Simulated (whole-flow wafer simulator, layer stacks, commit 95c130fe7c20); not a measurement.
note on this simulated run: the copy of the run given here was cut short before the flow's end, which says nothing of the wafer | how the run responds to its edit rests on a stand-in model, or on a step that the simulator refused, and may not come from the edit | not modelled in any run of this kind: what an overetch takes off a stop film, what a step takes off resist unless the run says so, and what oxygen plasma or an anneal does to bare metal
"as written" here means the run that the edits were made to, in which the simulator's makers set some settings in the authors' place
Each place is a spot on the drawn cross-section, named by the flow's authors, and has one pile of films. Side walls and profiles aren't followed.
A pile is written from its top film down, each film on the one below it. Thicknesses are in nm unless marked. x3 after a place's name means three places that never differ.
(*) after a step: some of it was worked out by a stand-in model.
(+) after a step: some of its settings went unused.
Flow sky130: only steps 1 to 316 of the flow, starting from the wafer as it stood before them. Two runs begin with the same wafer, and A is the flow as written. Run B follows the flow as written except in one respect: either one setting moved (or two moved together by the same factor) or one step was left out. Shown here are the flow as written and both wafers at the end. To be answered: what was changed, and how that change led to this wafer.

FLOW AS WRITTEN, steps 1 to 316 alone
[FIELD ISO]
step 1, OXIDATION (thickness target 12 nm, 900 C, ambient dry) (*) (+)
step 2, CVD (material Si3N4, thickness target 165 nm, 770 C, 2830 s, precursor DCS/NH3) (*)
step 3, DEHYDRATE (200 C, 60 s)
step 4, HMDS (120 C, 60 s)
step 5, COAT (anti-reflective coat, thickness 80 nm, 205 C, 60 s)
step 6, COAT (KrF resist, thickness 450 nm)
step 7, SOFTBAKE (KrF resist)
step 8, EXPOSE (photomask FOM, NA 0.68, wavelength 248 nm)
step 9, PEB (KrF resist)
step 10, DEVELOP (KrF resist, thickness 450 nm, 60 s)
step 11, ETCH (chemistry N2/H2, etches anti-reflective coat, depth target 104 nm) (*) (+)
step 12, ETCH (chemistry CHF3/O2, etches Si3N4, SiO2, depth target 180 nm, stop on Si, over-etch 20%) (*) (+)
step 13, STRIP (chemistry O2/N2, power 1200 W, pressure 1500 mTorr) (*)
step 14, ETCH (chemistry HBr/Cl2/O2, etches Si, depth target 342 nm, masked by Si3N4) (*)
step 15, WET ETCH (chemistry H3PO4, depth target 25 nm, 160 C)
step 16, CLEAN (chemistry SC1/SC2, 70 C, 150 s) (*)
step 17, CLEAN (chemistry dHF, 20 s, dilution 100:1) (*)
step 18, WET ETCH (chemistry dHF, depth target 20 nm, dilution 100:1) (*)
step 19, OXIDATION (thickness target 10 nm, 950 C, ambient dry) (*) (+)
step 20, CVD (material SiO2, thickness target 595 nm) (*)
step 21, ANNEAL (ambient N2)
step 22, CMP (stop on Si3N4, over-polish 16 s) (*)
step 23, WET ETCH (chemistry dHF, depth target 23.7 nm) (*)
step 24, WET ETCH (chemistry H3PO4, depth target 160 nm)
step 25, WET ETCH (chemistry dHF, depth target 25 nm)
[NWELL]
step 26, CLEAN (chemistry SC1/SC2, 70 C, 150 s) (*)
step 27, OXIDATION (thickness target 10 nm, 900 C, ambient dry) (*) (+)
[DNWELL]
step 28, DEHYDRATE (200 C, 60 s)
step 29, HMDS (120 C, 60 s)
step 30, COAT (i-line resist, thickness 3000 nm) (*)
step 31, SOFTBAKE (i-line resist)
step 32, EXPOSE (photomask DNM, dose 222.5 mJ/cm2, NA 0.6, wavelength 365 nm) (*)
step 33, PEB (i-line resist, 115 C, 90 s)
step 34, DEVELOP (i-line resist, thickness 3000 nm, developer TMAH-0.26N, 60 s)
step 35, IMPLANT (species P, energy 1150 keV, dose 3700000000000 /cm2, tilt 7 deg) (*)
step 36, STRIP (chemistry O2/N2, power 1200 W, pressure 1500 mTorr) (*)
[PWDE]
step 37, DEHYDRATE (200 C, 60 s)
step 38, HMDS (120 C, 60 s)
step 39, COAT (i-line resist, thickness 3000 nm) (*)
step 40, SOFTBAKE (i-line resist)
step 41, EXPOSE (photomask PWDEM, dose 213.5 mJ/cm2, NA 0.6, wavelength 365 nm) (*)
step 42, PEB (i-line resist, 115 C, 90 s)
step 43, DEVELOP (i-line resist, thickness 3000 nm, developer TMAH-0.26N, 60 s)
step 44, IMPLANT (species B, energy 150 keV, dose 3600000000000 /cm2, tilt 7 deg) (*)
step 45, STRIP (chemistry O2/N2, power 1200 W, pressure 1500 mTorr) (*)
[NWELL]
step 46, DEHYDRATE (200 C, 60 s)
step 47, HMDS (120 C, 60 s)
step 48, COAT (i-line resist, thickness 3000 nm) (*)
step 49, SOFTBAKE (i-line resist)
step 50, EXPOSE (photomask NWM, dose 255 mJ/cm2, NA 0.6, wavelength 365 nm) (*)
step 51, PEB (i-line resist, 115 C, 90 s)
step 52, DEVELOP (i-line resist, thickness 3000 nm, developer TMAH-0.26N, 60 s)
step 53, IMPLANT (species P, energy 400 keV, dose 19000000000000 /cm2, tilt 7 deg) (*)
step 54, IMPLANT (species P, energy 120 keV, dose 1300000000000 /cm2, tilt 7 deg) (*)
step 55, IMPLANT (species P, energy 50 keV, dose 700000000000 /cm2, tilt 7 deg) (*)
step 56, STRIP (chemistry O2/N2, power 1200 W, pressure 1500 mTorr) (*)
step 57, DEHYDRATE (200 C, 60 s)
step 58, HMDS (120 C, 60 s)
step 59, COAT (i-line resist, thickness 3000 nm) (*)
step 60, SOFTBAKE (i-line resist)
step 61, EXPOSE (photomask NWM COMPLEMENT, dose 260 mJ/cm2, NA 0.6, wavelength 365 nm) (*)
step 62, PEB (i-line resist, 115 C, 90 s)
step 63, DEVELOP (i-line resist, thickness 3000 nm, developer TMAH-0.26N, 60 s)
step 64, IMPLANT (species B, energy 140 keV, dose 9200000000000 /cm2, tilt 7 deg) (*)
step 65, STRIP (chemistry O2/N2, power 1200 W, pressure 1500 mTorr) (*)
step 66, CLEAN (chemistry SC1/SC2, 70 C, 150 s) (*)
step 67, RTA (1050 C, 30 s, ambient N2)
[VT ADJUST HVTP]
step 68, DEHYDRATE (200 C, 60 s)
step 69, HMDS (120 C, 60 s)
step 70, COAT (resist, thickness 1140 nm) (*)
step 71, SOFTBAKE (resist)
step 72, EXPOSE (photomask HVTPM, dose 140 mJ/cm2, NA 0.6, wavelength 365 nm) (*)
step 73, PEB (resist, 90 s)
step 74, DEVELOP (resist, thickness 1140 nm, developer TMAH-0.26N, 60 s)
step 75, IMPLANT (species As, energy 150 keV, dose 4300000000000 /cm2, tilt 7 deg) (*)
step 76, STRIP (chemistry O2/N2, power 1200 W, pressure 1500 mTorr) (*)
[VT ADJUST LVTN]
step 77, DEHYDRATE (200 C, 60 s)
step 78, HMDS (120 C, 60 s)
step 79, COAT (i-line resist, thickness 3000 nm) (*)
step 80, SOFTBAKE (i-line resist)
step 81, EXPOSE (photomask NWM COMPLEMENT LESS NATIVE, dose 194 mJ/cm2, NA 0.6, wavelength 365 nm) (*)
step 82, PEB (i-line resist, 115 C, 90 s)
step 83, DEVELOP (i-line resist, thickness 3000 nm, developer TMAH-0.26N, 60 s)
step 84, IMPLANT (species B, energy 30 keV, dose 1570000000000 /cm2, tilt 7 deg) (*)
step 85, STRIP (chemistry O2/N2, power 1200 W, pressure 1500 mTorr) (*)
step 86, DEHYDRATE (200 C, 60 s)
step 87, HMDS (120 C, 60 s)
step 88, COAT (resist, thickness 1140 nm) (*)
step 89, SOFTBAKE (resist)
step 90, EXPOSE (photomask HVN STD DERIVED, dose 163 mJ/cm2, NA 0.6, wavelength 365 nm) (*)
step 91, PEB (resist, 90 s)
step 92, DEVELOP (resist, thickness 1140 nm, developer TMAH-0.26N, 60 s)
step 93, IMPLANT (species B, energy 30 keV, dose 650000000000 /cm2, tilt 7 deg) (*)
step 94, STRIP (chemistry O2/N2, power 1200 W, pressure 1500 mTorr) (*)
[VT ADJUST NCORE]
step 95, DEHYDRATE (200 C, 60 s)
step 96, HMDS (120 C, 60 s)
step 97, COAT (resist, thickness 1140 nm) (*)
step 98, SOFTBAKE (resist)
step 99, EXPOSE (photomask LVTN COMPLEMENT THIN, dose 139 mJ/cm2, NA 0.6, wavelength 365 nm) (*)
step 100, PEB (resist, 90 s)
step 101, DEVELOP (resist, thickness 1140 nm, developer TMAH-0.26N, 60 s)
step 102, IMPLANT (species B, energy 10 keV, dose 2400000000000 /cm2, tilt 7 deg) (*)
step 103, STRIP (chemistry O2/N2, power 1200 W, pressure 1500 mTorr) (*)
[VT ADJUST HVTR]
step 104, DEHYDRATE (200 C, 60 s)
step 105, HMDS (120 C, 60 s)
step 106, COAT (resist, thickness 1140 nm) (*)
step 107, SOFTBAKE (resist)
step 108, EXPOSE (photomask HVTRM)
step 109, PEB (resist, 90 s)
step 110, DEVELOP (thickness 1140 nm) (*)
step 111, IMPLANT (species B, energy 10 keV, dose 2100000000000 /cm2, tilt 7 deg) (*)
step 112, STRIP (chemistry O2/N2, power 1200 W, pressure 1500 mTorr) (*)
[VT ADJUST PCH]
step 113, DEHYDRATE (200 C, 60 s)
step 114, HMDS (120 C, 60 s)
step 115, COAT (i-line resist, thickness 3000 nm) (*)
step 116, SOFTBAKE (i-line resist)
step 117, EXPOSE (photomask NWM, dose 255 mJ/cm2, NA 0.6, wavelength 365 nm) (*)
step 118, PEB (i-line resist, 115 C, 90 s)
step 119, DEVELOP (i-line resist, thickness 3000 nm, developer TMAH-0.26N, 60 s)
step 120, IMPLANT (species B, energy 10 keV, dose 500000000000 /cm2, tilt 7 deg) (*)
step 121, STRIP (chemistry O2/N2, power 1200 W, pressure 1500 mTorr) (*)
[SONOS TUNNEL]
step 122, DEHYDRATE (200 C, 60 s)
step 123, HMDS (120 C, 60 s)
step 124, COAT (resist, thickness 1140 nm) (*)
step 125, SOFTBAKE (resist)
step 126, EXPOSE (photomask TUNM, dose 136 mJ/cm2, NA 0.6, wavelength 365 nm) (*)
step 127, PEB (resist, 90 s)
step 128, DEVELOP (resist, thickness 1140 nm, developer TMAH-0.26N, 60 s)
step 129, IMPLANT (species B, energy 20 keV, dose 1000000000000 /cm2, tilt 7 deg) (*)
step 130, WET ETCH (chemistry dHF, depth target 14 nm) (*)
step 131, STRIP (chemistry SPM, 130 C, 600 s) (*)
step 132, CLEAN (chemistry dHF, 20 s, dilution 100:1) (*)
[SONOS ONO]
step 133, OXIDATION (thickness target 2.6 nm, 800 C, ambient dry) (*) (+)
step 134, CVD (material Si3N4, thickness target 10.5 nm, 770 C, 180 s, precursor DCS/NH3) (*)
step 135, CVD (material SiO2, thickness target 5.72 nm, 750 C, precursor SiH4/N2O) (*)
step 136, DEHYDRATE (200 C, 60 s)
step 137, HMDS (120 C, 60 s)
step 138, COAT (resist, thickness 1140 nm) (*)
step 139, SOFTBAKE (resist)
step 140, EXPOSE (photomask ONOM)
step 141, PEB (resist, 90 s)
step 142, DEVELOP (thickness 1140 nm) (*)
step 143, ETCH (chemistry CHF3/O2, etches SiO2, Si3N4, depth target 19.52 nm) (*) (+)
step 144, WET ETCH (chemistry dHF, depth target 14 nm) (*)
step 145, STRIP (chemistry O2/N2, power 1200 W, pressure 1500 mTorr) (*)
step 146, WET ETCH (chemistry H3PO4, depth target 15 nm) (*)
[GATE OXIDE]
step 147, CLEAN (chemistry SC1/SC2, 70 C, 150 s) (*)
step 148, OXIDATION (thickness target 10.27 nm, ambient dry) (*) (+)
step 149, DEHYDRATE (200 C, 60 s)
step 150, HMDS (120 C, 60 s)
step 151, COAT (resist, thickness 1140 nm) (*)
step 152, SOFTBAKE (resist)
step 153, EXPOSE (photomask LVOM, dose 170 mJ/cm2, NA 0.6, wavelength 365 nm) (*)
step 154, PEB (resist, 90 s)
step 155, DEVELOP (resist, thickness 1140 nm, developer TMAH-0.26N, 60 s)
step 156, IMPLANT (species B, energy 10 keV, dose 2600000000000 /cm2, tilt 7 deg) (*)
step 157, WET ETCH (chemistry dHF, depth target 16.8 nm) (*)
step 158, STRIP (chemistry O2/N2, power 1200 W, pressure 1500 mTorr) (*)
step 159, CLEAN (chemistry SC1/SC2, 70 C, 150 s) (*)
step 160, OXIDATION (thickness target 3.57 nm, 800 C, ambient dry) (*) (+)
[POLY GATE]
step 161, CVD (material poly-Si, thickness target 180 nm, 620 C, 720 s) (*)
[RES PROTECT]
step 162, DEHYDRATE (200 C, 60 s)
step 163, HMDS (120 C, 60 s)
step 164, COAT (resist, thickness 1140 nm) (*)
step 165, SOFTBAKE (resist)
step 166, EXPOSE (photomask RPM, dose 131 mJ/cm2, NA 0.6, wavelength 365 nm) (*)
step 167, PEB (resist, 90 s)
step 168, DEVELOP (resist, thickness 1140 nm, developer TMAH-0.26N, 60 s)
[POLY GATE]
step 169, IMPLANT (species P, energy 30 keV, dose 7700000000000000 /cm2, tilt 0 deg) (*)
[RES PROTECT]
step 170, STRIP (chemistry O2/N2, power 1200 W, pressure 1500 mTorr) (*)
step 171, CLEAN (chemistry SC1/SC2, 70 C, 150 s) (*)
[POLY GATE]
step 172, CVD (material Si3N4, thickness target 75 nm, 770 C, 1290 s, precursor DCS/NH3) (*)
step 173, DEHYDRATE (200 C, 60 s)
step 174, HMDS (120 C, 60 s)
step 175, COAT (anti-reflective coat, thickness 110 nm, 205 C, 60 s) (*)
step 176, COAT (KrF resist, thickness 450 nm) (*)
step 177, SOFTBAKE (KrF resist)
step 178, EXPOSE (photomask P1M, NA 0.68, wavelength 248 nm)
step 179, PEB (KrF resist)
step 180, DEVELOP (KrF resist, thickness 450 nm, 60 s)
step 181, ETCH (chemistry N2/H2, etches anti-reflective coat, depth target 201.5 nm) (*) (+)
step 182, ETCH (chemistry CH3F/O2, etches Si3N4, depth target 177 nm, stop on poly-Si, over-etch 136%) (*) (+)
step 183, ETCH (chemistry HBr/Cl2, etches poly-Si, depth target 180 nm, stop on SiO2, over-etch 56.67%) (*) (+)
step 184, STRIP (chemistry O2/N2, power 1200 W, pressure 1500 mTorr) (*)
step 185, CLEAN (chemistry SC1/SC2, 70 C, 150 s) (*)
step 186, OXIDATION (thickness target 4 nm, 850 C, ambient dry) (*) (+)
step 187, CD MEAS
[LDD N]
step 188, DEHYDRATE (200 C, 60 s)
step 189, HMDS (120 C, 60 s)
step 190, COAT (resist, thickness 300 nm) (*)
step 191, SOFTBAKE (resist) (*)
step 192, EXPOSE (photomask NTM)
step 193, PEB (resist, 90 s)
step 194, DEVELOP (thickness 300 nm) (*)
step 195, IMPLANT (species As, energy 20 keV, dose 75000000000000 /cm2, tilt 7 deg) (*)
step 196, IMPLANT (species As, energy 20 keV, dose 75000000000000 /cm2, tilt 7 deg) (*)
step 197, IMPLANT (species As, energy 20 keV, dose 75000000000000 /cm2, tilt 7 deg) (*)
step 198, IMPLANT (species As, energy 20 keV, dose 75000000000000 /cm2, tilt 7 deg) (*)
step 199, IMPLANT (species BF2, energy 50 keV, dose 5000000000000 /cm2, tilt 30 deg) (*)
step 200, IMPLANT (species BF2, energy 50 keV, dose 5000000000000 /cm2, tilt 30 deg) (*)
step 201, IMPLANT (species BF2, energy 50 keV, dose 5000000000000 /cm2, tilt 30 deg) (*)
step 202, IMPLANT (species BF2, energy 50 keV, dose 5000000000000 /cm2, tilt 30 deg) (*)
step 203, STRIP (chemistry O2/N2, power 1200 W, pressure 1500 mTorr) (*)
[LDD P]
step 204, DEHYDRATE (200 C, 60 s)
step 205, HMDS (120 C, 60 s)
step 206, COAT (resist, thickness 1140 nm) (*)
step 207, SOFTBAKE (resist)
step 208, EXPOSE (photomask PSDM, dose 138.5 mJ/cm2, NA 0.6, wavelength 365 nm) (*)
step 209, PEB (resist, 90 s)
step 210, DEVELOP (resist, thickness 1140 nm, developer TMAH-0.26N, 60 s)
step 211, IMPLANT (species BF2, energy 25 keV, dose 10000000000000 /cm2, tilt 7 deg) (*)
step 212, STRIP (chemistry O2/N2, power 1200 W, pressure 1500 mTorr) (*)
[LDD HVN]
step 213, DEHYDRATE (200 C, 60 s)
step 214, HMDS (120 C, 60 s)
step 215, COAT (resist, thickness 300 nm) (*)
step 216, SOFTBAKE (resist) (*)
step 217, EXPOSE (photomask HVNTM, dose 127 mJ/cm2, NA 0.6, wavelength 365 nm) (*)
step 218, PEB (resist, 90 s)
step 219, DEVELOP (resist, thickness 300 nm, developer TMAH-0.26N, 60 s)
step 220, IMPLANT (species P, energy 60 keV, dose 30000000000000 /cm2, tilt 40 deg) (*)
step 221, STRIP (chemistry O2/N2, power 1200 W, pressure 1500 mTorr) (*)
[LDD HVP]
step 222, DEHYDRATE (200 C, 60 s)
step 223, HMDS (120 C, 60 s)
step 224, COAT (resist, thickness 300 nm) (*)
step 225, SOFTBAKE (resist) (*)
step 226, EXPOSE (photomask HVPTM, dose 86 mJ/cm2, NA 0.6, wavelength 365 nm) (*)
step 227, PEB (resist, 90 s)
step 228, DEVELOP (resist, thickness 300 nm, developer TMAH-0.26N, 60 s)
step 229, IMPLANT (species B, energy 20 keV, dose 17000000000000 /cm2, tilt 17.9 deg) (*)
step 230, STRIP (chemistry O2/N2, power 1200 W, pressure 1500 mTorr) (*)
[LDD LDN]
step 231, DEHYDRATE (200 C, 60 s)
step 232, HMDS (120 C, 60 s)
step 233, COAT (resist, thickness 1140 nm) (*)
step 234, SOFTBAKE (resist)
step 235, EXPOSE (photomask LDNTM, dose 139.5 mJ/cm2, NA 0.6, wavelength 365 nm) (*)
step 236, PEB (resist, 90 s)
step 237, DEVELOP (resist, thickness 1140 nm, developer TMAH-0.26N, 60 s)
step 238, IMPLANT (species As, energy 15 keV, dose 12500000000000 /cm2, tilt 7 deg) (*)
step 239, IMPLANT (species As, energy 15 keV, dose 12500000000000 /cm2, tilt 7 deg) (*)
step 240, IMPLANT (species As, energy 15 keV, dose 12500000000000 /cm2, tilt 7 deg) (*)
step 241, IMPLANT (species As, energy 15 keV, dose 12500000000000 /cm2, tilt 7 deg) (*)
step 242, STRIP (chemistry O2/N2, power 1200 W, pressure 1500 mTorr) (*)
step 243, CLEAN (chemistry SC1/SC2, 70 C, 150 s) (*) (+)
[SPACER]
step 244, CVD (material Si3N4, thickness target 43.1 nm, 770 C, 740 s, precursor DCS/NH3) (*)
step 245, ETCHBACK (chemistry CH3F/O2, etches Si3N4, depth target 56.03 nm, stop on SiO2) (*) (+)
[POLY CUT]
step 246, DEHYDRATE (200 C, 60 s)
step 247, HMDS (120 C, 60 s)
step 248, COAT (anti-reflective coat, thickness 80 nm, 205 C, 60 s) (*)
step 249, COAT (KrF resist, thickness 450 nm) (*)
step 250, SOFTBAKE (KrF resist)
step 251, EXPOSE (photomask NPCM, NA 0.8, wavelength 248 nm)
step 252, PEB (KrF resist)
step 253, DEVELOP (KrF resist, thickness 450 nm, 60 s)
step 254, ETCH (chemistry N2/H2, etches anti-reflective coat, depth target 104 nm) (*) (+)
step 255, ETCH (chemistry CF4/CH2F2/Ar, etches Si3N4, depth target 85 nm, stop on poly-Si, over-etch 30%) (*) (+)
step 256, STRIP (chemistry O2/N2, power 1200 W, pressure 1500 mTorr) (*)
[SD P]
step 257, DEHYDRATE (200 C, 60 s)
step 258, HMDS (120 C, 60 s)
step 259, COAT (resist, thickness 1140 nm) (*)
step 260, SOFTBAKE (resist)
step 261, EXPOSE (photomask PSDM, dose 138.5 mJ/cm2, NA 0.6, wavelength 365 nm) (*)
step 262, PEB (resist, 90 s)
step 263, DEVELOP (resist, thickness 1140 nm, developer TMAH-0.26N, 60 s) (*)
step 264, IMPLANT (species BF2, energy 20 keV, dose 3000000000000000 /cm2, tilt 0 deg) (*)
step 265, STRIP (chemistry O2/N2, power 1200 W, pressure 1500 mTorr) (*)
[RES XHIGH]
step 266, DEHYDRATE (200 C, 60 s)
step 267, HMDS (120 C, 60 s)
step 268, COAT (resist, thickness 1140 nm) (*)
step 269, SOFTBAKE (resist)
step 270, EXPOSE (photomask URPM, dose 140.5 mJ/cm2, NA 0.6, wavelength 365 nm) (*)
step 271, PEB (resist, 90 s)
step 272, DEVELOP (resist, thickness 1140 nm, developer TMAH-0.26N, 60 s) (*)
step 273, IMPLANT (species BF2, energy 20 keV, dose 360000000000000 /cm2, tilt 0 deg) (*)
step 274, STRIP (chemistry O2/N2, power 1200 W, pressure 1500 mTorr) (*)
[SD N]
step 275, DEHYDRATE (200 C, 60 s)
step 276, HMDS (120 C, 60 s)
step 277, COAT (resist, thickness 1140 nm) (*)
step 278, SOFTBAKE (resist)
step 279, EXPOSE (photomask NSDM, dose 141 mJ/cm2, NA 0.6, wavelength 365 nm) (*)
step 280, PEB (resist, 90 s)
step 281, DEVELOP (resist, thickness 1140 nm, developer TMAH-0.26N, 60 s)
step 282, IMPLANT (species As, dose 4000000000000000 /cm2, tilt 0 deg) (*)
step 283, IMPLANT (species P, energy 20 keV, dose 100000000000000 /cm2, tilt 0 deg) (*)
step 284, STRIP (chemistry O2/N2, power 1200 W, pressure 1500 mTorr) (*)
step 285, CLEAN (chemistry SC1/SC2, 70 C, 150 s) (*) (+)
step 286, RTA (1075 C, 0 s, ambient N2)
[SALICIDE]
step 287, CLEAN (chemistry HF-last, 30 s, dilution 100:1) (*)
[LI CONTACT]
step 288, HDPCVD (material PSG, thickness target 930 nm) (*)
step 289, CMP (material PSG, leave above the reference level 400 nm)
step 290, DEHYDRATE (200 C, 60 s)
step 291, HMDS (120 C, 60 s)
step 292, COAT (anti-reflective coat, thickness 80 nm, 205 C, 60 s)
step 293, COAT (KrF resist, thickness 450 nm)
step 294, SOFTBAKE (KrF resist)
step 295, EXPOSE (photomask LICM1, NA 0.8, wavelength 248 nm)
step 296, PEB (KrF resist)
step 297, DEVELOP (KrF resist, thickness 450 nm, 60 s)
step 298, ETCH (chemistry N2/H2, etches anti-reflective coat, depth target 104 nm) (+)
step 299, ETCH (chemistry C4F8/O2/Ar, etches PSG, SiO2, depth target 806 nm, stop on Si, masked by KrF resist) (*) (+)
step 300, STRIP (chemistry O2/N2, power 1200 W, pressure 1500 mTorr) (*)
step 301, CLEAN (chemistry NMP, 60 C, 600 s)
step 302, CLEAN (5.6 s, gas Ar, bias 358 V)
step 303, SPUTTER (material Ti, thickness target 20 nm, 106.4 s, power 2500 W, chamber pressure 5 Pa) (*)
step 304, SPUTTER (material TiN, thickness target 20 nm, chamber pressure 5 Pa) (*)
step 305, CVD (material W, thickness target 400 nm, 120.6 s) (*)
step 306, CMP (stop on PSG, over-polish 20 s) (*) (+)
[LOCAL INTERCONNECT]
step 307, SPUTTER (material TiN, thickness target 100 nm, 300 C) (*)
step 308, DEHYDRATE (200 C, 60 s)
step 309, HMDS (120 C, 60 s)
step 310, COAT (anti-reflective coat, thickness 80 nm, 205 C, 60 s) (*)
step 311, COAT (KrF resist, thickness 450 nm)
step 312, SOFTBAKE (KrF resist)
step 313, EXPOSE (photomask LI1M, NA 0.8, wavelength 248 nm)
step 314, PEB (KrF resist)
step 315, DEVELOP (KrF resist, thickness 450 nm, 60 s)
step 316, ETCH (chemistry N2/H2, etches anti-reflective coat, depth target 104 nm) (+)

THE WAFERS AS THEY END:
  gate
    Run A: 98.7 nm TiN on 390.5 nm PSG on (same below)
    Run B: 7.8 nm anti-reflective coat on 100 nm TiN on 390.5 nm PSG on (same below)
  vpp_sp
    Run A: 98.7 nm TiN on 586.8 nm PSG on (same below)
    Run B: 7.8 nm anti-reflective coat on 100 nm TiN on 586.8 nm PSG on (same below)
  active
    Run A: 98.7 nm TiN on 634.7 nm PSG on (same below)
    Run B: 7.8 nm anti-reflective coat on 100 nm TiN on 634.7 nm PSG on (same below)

The reason: step 316, ETCH: depth target 72.2 nm was run, though the flow has depth target 104 nm.

Step by step, how the change led to this:
  step 316, ETCH (chemistry N2/H2, etches anti-reflective coat, depth target 104 nm) (+)
      field, active, gate and 87 more: A anti-reflective coat loses 80 (all of it), TiN loses 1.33 | B anti-reflective coat loses 72.2
      rpo_hd: A anti-reflective coat loses 80 (all of it), TiN loses 1.34 | B anti-reflective coat loses 72.2
      (as well as at 100 more places)
